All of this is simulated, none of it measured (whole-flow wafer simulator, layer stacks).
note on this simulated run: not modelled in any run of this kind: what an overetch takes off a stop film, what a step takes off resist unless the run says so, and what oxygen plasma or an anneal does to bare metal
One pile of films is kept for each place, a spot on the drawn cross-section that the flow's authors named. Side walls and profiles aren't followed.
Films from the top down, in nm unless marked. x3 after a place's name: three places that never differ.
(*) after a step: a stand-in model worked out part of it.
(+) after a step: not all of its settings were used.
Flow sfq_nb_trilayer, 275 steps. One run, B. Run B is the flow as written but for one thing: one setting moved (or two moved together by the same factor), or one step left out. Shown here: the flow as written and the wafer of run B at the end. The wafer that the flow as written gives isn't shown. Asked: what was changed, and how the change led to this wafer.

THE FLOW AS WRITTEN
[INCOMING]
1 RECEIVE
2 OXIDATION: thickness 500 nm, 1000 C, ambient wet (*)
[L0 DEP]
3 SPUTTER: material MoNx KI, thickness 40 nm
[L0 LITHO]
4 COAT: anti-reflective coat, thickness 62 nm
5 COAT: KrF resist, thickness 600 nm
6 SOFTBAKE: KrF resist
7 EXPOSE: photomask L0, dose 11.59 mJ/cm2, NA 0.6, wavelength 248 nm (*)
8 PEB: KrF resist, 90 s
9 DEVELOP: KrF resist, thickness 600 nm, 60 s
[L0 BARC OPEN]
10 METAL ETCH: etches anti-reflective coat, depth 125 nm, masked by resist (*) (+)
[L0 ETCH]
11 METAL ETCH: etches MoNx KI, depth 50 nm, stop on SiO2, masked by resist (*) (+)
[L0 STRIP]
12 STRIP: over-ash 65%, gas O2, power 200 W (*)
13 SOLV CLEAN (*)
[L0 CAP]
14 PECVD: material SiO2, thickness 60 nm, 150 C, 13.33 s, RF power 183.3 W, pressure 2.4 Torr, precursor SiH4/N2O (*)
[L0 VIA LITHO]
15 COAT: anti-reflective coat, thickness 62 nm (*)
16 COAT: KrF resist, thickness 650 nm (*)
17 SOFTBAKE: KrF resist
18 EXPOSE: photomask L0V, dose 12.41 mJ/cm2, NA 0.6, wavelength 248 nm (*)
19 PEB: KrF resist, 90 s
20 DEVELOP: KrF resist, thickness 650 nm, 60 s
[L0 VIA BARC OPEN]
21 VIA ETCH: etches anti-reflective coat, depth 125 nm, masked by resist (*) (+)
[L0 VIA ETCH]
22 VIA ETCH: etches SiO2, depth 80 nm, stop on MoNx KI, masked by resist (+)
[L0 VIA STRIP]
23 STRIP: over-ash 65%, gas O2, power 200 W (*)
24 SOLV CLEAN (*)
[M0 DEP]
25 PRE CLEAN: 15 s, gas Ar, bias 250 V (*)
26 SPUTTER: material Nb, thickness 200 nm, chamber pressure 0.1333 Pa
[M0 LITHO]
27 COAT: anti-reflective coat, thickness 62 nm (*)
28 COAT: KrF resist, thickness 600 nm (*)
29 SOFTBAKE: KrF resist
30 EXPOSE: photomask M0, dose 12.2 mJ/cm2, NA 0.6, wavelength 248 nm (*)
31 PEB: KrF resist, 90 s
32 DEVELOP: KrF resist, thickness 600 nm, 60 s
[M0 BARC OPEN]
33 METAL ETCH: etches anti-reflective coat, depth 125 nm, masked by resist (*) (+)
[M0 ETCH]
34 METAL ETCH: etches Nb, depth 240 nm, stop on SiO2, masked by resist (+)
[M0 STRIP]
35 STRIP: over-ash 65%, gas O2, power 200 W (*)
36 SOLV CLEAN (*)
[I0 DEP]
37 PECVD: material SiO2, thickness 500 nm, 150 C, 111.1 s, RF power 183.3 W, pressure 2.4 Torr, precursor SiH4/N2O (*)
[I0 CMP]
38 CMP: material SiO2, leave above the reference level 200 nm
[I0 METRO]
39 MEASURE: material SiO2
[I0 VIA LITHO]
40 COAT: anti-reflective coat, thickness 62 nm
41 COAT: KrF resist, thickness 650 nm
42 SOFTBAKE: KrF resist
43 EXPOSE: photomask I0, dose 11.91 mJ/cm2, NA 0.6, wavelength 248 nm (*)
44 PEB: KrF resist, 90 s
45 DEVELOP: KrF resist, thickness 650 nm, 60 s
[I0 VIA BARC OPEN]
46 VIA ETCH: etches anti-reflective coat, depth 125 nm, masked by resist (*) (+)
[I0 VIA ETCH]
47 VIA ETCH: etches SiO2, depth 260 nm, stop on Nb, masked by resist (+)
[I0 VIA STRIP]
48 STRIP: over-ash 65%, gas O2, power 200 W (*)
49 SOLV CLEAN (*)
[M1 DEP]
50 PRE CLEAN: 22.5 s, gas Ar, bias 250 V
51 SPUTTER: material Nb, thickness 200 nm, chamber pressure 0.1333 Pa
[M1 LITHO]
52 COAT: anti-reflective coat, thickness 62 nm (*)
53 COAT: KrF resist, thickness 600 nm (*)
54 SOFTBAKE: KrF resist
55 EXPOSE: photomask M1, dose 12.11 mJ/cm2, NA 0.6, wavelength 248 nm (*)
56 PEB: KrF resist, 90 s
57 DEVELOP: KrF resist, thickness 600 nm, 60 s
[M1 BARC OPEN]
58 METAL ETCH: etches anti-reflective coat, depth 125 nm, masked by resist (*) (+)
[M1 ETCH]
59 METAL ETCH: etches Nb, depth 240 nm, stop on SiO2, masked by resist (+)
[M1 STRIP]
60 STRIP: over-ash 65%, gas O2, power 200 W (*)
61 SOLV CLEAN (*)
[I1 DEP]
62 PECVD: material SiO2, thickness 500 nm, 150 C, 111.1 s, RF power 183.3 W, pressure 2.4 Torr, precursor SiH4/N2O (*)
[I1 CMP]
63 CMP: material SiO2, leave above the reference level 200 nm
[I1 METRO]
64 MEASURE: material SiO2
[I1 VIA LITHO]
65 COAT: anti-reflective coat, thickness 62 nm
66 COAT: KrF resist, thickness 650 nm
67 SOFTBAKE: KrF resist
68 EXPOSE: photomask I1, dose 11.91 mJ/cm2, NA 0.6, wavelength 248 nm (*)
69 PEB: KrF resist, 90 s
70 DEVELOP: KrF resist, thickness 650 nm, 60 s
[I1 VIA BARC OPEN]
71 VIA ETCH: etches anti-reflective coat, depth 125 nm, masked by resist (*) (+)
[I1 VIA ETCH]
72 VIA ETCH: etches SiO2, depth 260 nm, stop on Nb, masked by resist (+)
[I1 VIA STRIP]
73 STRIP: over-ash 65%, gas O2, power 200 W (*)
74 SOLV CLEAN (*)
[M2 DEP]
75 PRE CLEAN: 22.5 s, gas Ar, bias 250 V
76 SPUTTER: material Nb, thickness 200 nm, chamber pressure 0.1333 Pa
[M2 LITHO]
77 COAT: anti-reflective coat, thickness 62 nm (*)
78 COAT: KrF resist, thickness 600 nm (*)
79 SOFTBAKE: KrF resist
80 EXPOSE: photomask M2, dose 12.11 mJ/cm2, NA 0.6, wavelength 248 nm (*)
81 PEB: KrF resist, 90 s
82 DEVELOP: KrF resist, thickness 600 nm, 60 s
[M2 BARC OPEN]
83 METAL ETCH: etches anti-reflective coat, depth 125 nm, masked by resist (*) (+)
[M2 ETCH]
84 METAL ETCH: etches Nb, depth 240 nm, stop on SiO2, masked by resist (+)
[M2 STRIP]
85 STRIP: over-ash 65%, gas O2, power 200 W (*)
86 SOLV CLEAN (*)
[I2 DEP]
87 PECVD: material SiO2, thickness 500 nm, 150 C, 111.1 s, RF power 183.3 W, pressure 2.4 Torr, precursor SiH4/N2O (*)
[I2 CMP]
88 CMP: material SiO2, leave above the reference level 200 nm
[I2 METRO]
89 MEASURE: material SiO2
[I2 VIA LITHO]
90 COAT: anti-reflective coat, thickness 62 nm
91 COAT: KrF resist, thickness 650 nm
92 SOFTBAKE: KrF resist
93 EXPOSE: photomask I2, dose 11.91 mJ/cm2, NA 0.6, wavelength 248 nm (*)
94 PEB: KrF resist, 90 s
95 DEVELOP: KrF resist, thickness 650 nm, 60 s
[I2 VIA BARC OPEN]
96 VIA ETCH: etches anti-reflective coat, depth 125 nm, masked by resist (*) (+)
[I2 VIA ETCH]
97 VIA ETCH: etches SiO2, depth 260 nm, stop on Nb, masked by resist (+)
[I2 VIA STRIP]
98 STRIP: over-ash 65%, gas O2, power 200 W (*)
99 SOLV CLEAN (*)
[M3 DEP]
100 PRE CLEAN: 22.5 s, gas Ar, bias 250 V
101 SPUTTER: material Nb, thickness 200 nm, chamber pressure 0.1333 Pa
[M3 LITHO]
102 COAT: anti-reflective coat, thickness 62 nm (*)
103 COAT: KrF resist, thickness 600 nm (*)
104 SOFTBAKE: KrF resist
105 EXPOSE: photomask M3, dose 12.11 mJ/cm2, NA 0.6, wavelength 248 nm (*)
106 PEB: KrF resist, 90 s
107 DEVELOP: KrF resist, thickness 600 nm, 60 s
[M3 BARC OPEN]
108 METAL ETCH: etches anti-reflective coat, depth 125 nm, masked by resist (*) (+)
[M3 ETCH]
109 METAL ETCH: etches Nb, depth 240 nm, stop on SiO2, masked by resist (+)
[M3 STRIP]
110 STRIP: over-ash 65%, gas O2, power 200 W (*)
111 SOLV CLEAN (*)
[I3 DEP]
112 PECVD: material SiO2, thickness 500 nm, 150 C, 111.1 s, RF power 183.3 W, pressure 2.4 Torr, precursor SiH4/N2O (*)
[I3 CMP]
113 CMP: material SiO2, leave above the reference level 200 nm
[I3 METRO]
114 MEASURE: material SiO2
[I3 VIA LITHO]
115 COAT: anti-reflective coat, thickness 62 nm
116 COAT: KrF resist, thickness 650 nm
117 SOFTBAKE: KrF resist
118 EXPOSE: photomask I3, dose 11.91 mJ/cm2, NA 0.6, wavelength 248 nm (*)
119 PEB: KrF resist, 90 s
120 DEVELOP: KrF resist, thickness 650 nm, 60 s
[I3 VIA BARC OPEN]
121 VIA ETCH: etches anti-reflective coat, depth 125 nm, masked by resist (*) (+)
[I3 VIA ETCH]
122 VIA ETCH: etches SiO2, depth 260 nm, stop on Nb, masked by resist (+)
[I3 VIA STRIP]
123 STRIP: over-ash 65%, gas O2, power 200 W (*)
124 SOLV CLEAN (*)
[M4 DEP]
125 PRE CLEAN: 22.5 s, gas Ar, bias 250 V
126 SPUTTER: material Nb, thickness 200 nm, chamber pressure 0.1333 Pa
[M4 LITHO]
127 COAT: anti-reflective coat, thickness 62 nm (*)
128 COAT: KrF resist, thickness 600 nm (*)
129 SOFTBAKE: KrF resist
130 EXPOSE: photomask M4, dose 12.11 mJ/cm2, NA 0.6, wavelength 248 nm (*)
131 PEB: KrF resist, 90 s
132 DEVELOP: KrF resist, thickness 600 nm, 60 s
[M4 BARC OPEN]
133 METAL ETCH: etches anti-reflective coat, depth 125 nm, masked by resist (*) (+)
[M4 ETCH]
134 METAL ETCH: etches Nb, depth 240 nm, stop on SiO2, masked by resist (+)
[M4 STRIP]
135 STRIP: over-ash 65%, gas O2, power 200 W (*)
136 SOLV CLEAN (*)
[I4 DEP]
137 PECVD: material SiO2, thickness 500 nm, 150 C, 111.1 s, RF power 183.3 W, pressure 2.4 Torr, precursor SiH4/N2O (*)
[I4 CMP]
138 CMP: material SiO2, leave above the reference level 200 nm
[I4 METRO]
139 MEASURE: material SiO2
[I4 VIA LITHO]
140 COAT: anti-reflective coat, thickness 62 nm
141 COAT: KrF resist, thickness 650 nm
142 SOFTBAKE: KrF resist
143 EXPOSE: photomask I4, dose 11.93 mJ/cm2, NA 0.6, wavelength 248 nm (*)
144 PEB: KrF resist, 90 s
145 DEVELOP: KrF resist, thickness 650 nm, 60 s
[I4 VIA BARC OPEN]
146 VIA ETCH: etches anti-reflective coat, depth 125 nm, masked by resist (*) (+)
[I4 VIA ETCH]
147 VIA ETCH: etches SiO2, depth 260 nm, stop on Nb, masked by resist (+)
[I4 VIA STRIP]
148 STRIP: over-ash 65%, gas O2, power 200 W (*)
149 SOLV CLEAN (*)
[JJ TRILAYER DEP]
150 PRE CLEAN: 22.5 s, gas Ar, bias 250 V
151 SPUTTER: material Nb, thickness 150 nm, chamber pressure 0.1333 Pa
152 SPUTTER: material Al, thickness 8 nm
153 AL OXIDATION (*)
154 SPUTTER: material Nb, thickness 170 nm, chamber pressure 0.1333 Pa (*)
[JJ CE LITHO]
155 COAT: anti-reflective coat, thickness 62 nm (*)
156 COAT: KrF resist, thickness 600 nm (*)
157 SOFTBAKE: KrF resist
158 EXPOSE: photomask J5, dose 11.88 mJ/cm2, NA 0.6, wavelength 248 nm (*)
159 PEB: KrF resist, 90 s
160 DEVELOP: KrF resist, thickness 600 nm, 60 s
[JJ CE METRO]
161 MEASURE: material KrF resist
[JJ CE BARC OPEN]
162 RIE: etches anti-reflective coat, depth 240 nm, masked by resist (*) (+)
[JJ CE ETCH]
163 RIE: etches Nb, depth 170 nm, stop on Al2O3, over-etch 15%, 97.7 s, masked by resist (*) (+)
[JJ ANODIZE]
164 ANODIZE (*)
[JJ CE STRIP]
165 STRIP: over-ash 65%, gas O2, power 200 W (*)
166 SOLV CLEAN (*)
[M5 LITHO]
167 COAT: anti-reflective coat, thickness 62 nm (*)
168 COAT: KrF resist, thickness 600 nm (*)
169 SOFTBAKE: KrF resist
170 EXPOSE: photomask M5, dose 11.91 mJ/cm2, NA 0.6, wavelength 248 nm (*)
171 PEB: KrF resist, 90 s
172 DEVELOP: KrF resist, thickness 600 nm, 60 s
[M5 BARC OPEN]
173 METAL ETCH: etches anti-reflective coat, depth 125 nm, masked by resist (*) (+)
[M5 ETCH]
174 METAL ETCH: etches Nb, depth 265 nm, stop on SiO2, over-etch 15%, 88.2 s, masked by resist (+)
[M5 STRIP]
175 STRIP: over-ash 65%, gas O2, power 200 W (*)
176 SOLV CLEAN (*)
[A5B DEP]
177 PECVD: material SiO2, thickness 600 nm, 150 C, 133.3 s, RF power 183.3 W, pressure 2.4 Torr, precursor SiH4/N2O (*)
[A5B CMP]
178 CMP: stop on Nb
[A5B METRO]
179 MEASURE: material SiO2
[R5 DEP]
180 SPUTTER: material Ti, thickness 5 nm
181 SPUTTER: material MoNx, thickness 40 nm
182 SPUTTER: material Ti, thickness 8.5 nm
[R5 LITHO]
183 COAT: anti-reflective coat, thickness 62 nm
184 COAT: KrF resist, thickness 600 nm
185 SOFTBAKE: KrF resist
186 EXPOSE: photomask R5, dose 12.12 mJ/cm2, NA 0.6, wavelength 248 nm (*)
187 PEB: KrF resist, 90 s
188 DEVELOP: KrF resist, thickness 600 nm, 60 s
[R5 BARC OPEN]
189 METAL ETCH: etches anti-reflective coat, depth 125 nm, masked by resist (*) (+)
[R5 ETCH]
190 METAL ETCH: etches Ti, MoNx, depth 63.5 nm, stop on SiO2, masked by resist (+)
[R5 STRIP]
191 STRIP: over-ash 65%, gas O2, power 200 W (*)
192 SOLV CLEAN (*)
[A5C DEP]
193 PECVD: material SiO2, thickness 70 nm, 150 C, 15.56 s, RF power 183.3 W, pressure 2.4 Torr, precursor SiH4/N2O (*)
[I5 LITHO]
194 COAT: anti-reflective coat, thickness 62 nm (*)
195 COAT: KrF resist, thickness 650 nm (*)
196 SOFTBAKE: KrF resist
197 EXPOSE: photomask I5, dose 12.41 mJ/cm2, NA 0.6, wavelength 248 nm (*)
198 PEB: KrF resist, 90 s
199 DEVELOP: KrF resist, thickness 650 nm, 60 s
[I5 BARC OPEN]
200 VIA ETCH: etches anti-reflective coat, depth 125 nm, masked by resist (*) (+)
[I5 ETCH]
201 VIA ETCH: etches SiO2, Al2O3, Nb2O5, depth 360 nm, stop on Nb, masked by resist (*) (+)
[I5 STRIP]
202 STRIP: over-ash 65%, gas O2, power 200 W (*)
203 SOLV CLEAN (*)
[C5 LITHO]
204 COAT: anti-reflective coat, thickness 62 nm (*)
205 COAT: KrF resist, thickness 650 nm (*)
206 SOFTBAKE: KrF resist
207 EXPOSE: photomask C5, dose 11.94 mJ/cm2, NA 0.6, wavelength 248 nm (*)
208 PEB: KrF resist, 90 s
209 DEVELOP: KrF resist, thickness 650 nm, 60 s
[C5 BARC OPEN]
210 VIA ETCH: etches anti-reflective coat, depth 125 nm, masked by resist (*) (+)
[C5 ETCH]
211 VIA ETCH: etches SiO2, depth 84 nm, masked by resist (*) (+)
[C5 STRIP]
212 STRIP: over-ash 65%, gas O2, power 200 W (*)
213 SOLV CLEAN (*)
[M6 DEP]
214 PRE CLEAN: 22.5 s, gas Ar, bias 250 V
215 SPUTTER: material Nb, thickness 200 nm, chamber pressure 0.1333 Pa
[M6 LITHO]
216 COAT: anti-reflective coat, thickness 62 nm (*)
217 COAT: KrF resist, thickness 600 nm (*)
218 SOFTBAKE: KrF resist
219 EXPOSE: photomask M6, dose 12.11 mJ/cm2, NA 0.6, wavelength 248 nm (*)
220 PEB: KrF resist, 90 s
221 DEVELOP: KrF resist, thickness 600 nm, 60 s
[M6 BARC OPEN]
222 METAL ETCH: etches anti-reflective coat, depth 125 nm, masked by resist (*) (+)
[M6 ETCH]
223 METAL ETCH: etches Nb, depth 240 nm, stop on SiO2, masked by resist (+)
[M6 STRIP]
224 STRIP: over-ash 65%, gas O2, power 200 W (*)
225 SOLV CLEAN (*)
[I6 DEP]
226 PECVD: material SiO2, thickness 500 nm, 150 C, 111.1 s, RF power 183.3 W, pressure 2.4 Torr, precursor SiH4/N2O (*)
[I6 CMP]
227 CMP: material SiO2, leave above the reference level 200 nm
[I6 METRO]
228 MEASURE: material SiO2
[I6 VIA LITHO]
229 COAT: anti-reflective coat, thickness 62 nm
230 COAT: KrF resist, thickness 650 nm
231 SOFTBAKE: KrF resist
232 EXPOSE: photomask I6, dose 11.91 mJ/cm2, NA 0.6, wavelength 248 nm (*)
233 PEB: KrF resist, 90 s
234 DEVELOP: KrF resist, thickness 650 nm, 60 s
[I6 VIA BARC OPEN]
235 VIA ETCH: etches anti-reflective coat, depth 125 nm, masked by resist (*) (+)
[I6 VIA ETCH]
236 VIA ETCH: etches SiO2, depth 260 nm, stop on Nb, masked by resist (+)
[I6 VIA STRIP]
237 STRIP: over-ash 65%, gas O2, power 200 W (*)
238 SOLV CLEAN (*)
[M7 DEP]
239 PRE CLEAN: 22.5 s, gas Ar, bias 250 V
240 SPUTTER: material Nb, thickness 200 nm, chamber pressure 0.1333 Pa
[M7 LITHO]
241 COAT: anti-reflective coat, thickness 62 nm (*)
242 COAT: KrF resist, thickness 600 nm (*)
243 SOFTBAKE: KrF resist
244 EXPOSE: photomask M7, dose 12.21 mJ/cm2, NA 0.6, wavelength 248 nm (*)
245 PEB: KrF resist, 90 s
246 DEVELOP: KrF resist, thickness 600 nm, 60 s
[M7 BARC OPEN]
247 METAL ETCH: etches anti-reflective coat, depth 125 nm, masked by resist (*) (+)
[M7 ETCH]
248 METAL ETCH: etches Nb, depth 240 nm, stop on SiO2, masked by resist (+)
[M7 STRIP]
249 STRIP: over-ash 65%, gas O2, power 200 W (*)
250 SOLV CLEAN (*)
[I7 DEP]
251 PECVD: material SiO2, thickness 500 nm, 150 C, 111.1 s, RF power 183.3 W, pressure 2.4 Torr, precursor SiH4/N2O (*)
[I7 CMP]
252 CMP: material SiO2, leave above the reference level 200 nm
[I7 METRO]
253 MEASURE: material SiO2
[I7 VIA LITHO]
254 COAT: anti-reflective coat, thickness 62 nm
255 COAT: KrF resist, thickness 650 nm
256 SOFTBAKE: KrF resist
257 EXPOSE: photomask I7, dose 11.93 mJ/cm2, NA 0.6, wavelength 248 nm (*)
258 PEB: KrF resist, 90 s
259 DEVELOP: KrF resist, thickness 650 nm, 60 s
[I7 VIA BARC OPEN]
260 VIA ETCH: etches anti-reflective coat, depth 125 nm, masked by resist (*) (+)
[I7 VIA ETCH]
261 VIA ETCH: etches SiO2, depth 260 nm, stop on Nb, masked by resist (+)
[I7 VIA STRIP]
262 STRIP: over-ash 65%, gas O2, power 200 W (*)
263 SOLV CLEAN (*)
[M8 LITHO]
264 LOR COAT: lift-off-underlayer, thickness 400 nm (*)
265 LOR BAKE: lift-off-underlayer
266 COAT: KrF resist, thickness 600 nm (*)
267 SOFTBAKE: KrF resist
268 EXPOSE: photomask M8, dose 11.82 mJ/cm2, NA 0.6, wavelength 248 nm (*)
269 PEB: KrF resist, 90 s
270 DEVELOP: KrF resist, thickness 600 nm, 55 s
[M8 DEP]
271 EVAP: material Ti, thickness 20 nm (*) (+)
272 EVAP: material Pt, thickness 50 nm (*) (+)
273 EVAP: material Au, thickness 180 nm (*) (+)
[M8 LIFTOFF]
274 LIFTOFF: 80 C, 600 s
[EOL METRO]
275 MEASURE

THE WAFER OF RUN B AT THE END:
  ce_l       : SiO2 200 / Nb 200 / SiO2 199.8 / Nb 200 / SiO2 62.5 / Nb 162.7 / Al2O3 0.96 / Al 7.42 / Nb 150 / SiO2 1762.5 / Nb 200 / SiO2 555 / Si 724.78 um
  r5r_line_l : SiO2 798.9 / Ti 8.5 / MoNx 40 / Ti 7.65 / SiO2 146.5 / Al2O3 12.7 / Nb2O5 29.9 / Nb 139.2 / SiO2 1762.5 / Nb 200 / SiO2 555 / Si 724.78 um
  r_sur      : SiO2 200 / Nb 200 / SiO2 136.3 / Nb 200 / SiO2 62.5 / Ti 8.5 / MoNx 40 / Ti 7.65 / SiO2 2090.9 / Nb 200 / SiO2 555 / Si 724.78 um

The cause: step 180, SPUTTER: thickness 7.65 nm was run, where the flow has thickness 5 nm.
It can be read off the wafer: r5r_line_l has Ti 7.65, and step 180 as written asks for 5 nm.

How the change led to this, step by step:
  180 SPUTTER: material Ti, thickness 5 nm
      field_l, v_sur, via_wl and 103 more: Ti +7.65 (new film) (as written it would be: Ti +5 (new film))
  190 METAL ETCH: etches Ti, MoNx, depth 63.5 nm, stop on SiO2, masked by resist (+)
      field_l, v_sur, via_wl and 92 more: Ti -8.5 (all of it), MoNx -40 (all of it), Ti -7.65 (all of it) (as written it would be: Ti -8.5 (all of it), MoNx -40 (all of it), Ti -5 (all of it))
      ce_l, c5j, ce_r, wl_jj: Ti -8.5 (all of it), MoNx -40 (all of it), Ti -7.65 (all of it), Nb -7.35 (as written it would be: Ti -8.5 (all of it), MoNx -40 (all of it), Ti -5 (all of it), Nb -10)
  194 COAT: anti-reflective coat, thickness 62 nm (*)
      ce_r: anti-reflective coat +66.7 (new film) (as written it would be: anti-reflective coat +68.1 (new film))
  202 STRIP: over-ash 65%, gas O2, power 200 W (*)
      ce_r: KrF resist -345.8 (all of it), anti-reflective coat -66.7 (all of it) (as written it would be: KrF resist -346.1 (all of it), anti-reflective coat -68.1 (all of it))
  204 COAT: anti-reflective coat, thickness 62 nm (*)
      ce_r: anti-reflective coat +65.8 (new film) (as written it would be: anti-reflective coat +67.2 (new film))
  212 STRIP: over-ash 65%, gas O2, power 200 W (*)
      ce_r: KrF resist -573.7 (all of it), anti-reflective coat -65.8 (all of it) (as written it would be: KrF resist -573.7 (all of it), anti-reflective coat -67.2 (all of it))
  216 COAT: anti-reflective coat, thickness 62 nm (*)
      ce_r: anti-reflective coat +47.8 (new film) (as written it would be: anti-reflective coat +48.8 (new film))
  224 STRIP: over-ash 65%, gas O2, power 200 W (*)
      ce_r: KrF resist -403 (all of it), anti-reflective coat -47.8 (all of it) (as written it would be: KrF resist -403.5 (all of it), anti-reflective coat -48.8 (all of it))
